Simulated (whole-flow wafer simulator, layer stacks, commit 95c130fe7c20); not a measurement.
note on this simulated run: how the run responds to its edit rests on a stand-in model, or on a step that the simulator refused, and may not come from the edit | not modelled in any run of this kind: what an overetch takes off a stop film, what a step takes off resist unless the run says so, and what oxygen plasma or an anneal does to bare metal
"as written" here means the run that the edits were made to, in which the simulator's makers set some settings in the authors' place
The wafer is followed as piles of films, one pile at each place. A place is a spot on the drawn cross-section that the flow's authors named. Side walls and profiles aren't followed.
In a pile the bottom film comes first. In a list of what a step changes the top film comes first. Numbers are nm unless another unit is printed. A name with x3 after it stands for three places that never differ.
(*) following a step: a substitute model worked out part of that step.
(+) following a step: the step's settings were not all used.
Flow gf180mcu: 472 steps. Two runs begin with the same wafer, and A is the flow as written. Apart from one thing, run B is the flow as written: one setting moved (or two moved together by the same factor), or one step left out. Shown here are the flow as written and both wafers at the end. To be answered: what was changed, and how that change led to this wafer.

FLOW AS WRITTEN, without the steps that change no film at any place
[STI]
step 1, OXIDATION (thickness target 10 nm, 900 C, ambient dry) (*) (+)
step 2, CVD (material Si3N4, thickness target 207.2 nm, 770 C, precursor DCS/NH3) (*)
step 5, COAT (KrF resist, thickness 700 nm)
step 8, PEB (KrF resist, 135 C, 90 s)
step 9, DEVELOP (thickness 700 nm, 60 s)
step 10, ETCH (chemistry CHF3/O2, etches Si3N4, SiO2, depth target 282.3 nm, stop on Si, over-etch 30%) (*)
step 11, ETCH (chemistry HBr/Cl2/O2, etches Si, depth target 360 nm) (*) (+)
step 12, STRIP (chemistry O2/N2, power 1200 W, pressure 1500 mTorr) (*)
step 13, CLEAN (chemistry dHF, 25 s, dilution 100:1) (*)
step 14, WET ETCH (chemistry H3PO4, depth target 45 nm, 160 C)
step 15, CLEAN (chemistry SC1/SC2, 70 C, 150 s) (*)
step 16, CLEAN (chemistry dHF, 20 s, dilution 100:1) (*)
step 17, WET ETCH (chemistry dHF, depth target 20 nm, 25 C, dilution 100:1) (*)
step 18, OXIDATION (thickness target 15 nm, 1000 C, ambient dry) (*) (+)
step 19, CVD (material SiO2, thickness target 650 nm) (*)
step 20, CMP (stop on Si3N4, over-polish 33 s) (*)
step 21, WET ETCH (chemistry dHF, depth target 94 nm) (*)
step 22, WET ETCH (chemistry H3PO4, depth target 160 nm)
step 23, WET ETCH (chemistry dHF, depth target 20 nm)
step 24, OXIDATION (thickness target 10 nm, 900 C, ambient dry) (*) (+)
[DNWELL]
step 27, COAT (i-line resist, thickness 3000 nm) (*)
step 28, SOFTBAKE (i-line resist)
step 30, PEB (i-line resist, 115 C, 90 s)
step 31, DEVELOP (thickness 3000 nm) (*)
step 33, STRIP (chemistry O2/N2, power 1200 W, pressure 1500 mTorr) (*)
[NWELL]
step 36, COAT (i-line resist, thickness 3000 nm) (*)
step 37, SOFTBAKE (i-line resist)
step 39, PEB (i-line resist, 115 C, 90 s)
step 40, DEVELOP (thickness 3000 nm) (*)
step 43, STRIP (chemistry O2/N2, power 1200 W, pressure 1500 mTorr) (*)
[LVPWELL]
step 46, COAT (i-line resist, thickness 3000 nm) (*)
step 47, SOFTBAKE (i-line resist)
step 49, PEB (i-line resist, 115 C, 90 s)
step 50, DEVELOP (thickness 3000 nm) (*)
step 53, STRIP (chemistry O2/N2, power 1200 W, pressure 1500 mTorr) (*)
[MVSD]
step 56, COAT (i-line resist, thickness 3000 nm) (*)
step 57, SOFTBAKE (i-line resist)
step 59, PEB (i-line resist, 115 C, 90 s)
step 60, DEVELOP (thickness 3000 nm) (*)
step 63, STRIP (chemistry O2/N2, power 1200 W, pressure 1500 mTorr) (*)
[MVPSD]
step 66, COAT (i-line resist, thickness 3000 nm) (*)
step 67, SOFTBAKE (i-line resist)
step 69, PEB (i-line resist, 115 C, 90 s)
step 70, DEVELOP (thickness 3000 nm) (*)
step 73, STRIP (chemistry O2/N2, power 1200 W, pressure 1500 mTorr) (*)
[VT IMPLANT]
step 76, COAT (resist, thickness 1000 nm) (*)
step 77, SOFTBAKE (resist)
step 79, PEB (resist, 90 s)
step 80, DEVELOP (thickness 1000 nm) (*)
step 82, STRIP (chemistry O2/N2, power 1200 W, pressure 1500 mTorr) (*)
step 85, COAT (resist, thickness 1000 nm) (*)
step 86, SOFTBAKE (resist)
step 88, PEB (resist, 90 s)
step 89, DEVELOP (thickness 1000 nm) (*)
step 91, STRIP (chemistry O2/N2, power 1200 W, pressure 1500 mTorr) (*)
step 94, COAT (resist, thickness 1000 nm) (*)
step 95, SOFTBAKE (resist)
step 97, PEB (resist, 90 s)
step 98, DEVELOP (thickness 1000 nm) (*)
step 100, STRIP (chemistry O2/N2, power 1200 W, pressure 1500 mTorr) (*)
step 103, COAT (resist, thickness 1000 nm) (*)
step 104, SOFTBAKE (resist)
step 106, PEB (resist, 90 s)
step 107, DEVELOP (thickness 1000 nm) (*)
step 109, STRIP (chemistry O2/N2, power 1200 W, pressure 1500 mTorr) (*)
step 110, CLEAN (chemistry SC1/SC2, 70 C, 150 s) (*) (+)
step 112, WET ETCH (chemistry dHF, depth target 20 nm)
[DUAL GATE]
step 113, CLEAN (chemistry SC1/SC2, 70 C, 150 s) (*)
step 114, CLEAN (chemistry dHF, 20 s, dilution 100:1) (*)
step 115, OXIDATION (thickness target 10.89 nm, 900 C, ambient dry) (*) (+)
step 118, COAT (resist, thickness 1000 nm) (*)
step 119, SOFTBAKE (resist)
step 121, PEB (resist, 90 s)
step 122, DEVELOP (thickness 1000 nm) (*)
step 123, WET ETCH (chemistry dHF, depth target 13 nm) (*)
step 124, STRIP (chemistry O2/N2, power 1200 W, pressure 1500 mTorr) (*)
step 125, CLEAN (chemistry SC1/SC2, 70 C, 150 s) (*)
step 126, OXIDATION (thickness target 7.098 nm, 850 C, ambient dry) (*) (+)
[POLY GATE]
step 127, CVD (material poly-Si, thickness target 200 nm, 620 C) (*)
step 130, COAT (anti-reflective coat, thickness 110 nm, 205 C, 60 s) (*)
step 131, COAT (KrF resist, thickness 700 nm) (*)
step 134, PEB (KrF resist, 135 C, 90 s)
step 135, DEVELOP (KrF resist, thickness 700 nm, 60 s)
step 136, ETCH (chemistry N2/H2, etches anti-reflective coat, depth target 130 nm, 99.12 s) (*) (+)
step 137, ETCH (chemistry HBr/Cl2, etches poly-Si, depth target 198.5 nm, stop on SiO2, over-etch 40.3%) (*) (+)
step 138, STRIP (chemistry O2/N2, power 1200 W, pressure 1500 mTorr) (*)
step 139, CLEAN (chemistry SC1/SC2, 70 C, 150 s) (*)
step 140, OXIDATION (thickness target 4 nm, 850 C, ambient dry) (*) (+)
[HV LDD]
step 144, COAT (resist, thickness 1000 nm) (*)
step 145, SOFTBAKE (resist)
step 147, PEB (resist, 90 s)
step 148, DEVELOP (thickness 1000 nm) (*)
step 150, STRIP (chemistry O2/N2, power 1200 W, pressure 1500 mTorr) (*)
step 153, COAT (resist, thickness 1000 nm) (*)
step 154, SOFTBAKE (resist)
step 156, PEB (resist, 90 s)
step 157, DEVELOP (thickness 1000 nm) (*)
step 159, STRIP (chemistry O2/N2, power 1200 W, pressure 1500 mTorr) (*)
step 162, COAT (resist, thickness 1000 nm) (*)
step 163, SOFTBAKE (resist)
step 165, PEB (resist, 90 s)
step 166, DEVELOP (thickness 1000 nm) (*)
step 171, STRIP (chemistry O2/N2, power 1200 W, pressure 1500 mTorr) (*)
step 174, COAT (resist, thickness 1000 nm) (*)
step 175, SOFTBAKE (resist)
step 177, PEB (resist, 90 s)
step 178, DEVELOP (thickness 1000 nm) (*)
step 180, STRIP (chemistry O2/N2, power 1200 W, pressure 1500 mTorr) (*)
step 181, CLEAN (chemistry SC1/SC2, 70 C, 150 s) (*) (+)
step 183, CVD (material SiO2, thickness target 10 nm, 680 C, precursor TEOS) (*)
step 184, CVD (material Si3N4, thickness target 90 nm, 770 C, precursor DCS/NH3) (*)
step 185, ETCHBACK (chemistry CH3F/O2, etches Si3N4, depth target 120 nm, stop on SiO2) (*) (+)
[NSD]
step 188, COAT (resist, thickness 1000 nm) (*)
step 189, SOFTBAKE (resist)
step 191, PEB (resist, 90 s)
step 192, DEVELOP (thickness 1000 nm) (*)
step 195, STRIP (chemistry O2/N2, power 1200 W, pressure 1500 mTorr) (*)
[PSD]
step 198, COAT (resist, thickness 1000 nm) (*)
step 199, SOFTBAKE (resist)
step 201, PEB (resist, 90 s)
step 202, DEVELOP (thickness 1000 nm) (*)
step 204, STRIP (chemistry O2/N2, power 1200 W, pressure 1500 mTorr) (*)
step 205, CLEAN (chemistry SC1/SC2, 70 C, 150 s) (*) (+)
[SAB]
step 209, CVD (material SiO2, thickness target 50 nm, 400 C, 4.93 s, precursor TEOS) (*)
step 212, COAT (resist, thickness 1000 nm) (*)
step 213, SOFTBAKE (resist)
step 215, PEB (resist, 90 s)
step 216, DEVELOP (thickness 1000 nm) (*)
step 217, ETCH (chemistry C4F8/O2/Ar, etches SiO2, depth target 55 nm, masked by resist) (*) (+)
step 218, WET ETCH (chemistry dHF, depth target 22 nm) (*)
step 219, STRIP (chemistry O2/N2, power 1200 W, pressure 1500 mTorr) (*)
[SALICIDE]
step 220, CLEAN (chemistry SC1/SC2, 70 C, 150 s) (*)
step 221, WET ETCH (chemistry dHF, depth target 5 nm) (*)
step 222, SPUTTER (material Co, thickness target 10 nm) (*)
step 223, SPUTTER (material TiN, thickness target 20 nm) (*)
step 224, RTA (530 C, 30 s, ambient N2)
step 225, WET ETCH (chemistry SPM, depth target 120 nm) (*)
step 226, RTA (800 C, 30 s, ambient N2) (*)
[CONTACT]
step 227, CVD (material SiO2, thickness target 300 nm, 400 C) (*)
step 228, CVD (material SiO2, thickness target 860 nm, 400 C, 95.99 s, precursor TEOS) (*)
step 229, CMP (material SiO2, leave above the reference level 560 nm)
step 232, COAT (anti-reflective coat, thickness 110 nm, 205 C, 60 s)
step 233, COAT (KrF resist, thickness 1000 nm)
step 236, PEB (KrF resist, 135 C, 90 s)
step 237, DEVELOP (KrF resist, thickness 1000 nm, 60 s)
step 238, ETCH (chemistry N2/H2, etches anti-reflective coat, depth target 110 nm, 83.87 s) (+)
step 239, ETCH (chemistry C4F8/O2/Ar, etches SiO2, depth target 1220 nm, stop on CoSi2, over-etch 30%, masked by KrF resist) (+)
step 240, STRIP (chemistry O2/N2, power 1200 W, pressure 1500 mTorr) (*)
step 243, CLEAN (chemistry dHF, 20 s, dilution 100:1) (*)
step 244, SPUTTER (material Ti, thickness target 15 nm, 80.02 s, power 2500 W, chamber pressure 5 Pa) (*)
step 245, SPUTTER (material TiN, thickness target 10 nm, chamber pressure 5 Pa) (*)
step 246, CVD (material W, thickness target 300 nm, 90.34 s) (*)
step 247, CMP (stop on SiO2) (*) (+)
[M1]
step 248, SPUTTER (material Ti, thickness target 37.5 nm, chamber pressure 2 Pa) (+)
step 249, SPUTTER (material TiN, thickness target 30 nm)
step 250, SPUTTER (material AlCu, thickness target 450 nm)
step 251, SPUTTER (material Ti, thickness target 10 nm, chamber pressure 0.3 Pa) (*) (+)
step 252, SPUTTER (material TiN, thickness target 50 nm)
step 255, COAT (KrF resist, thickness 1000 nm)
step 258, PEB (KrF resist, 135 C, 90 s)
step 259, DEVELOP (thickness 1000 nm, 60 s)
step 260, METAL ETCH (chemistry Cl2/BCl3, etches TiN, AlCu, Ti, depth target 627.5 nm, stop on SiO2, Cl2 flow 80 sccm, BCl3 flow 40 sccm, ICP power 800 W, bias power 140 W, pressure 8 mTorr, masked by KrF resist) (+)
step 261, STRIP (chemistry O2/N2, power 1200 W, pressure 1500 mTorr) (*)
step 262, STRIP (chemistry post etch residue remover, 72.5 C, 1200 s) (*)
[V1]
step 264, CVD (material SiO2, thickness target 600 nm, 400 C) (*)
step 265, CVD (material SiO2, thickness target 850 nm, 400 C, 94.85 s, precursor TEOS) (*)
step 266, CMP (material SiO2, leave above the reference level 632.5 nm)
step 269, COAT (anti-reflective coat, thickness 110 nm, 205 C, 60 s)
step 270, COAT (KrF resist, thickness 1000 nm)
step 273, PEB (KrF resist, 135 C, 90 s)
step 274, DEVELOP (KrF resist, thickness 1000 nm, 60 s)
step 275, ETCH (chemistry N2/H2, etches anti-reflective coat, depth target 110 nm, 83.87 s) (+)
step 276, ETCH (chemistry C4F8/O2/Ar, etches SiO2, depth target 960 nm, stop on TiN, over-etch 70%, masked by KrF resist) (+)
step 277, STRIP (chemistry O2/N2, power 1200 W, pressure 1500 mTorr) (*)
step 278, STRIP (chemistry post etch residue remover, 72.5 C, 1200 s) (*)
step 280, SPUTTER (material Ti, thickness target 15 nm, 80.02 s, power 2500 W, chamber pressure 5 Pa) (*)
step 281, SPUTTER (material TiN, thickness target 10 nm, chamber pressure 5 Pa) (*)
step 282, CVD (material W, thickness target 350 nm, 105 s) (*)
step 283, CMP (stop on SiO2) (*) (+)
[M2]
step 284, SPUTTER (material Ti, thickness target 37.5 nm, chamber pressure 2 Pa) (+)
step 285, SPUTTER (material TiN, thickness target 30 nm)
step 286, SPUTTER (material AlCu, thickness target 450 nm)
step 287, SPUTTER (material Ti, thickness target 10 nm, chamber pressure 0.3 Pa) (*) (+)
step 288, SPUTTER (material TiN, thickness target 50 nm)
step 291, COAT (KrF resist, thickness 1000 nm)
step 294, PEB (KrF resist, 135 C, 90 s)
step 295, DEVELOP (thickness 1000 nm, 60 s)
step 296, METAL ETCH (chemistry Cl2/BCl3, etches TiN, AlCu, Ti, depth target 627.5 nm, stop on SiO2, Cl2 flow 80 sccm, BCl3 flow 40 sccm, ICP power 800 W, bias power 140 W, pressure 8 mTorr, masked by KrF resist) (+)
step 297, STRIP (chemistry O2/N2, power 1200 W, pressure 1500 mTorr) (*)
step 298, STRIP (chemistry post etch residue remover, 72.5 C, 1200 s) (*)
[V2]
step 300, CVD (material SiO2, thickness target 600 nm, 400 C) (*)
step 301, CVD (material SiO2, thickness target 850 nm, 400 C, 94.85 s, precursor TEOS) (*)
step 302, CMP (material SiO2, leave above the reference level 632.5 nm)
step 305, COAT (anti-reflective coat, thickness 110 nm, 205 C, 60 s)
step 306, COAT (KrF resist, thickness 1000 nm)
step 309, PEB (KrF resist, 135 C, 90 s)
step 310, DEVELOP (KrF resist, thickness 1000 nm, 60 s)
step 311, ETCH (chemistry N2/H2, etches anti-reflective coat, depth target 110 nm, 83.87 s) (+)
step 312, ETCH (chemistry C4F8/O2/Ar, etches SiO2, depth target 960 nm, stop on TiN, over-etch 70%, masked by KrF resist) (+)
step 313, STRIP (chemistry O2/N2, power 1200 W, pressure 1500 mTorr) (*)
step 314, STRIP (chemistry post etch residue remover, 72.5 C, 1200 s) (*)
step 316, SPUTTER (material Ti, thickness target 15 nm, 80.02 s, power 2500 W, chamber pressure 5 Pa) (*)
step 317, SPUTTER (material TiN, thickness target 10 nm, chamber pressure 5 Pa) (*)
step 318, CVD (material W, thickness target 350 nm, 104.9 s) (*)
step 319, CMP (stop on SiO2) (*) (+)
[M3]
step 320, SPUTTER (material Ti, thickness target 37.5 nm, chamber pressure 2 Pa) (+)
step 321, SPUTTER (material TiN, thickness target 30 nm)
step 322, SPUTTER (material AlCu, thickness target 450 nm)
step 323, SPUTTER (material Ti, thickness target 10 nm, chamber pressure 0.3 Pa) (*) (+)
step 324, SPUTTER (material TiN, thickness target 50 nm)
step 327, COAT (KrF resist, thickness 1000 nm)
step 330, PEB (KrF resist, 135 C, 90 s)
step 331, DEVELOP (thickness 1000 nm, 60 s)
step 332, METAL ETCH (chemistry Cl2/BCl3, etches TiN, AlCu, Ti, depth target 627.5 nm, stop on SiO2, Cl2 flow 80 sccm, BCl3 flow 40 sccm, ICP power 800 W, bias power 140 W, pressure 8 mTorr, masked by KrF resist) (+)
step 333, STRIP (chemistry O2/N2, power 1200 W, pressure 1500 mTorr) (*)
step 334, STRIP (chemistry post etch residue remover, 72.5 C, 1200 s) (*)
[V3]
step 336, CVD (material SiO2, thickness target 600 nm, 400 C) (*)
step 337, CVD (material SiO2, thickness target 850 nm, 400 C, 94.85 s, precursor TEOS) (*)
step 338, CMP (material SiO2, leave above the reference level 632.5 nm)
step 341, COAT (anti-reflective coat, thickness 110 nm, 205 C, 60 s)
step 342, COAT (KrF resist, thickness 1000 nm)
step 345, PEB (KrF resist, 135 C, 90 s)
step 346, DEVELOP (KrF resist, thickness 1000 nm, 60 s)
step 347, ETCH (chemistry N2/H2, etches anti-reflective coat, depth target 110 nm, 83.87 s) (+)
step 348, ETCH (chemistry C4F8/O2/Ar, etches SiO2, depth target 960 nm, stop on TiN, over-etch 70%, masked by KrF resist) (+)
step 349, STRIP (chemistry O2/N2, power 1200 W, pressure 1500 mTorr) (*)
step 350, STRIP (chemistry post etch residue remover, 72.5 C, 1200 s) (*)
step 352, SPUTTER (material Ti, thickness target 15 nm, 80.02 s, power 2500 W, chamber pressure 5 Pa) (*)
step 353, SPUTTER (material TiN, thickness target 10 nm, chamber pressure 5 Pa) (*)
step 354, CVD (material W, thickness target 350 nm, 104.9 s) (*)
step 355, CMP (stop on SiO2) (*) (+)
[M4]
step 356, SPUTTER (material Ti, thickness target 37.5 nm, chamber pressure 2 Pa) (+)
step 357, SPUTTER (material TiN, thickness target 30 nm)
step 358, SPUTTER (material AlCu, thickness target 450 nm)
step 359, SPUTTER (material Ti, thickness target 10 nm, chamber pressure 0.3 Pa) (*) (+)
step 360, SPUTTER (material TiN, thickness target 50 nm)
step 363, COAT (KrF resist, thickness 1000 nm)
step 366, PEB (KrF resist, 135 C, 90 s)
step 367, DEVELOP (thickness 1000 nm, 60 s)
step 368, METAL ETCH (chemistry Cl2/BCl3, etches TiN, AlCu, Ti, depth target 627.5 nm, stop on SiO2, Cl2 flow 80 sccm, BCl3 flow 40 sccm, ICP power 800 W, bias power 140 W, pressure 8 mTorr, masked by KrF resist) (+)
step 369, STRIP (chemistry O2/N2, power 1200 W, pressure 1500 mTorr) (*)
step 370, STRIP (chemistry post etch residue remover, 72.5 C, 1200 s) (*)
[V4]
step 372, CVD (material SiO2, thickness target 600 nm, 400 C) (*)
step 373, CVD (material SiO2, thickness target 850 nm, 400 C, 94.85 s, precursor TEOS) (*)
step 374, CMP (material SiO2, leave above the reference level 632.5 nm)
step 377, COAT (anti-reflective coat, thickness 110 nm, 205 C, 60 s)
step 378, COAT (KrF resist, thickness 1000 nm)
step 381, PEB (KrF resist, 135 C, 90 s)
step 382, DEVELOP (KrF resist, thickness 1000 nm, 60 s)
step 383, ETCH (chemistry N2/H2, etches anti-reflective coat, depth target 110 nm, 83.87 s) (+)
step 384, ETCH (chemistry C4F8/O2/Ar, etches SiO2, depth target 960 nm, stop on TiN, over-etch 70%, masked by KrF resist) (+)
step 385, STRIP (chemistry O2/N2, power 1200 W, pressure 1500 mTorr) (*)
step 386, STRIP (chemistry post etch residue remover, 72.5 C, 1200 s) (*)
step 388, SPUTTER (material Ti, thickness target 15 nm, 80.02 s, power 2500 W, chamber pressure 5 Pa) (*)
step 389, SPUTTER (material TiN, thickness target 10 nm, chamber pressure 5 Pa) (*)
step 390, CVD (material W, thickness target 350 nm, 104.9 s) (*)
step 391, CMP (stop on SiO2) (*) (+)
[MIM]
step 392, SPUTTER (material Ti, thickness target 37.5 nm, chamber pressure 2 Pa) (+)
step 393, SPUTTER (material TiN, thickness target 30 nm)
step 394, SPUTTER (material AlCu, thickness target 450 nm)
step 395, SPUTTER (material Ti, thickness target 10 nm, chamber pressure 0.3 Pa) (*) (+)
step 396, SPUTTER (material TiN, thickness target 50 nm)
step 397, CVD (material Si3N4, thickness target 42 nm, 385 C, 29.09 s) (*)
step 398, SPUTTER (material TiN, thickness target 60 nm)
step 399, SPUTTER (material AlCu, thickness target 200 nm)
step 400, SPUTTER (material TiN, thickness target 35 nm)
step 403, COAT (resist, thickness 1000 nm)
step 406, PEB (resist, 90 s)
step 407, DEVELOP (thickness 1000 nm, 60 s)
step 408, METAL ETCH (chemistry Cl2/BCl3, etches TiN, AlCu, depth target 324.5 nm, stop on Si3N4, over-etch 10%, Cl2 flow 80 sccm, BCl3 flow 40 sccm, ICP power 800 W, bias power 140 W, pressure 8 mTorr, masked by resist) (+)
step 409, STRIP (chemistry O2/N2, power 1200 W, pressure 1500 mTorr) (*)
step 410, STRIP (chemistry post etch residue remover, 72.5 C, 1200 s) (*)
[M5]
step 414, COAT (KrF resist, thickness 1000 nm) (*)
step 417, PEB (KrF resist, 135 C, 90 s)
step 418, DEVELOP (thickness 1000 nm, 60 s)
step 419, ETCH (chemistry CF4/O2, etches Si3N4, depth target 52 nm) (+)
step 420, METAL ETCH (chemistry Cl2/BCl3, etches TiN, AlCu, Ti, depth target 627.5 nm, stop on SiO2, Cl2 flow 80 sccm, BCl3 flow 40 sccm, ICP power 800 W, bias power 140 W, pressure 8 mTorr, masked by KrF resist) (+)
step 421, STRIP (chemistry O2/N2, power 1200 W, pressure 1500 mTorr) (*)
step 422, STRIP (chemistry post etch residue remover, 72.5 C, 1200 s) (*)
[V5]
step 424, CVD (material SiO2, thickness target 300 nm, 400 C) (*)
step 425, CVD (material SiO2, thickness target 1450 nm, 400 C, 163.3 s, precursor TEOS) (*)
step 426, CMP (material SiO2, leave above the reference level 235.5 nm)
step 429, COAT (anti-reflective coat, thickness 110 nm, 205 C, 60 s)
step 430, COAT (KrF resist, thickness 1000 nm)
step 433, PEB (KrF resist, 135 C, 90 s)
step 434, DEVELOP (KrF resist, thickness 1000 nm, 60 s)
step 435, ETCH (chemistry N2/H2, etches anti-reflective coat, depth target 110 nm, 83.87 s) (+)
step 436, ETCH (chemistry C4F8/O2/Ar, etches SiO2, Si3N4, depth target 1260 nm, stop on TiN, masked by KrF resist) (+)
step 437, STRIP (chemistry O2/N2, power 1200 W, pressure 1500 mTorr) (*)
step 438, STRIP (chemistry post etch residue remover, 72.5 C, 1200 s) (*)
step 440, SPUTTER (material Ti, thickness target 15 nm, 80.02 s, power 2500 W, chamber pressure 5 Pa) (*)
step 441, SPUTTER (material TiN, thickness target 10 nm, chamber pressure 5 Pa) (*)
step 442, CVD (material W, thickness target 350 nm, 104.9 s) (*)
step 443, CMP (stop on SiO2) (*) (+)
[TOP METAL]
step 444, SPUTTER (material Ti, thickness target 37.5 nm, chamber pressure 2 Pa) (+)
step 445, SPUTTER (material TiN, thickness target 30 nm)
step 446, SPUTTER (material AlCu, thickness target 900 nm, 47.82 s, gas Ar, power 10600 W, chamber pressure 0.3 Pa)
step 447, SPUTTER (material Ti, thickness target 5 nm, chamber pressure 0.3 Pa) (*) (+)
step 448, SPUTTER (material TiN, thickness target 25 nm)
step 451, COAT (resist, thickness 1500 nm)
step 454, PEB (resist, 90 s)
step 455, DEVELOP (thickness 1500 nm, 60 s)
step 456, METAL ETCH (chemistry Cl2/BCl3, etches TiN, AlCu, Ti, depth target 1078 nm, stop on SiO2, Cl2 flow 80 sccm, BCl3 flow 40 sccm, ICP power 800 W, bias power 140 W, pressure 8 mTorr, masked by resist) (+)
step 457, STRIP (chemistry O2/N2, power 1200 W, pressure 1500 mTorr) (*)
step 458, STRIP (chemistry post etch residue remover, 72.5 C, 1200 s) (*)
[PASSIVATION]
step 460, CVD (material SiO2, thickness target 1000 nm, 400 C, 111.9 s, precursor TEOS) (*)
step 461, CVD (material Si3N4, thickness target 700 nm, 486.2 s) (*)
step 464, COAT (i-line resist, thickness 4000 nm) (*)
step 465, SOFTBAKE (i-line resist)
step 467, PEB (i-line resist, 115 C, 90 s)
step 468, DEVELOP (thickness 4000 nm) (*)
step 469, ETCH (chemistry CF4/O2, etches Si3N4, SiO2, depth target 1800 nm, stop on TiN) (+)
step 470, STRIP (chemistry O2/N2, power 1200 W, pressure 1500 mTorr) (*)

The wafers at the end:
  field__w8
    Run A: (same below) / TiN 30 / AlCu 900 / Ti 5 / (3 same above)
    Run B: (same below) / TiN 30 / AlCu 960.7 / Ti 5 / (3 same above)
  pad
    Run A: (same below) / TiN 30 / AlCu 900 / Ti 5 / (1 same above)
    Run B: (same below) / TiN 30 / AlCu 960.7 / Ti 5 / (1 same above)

Cause: step 446, SPUTTER: 50.98 s was run, while the flow as written has 47.82 s.

The path from the change to this, step by step:
  step 446, SPUTTER (material AlCu, thickness target 900 nm, 47.82 s, gas Ar, power 10600 W, chamber pressure 0.3 Pa)
      field, field__w1, field__w2 and 109 more: A AlCu gains 900 (new film) | B AlCu gains 960.7 (new film)
  step 456, METAL ETCH (chemistry Cl2/BCl3, etches TiN, AlCu, Ti, depth target 1078 nm, stop on SiO2, Cl2 flow 80 sccm, BCl3 flow 40 sccm, ICP power 800 W, bias power 140 W, pressure 8 mTorr, masked by resist) (+)
      field, field__w1, field__w2 and 103 more: A TiN loses 25 (all of it), Ti loses 5 (all of it), AlCu loses 900 (all of it), TiN loses 30 (all of it), Ti loses 37.5 (all of it) | B TiN loses 25 (all of it), Ti loses 5 (all of it), AlCu loses 960.7 (all of it), TiN loses 30 (all of it), Ti loses 37.5 (all of it)
  step 464, COAT (i-line resist, thickness 4000 nm) (*)
      contact: A i-line resist gains 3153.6 (new film) | B i-line resist gains 3079.2 (new film)
      m1: A i-line resist gains 3158.3 (new film) | B i-line resist gains 3081.8 (new film)
      (as well as at 2 more places)
  step 465, SOFTBAKE (i-line resist)
      field__w5, field__w9: A i-line resist gains 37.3 | B i-line resist gains 33
      field__w11, field__w13: A i-line resist gains 37.9 | B i-line resist gains 34.2
      (as well as at 63 more places)
  step 467, PEB (i-line resist, 115 C, 90 s)
      field__w8, m1__w1: A i-line resist loses 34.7 | B i-line resist loses 33.7
      contact, m1: A i-line resist loses 35.1 | B i-line resist loses 34
      (as well as at 2 more places)
  step 468, DEVELOP (thickness 4000 nm) (*)
      pad: A i-line resist loses 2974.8 (all of it) | B i-line resist loses 2914.3 (all of it)
  step 470, STRIP (chemistry O2/N2, power 1200 W, pressure 1500 mTorr) (*)
      field__w8: A i-line resist loses 1787.7 (all of it) | B i-line resist loses 1729.1 (all of it)
      contact: A i-line resist loses 1811.2 (all of it) | B i-line resist loses 1745.4 (all of it)
      (as well as at 3 more places)
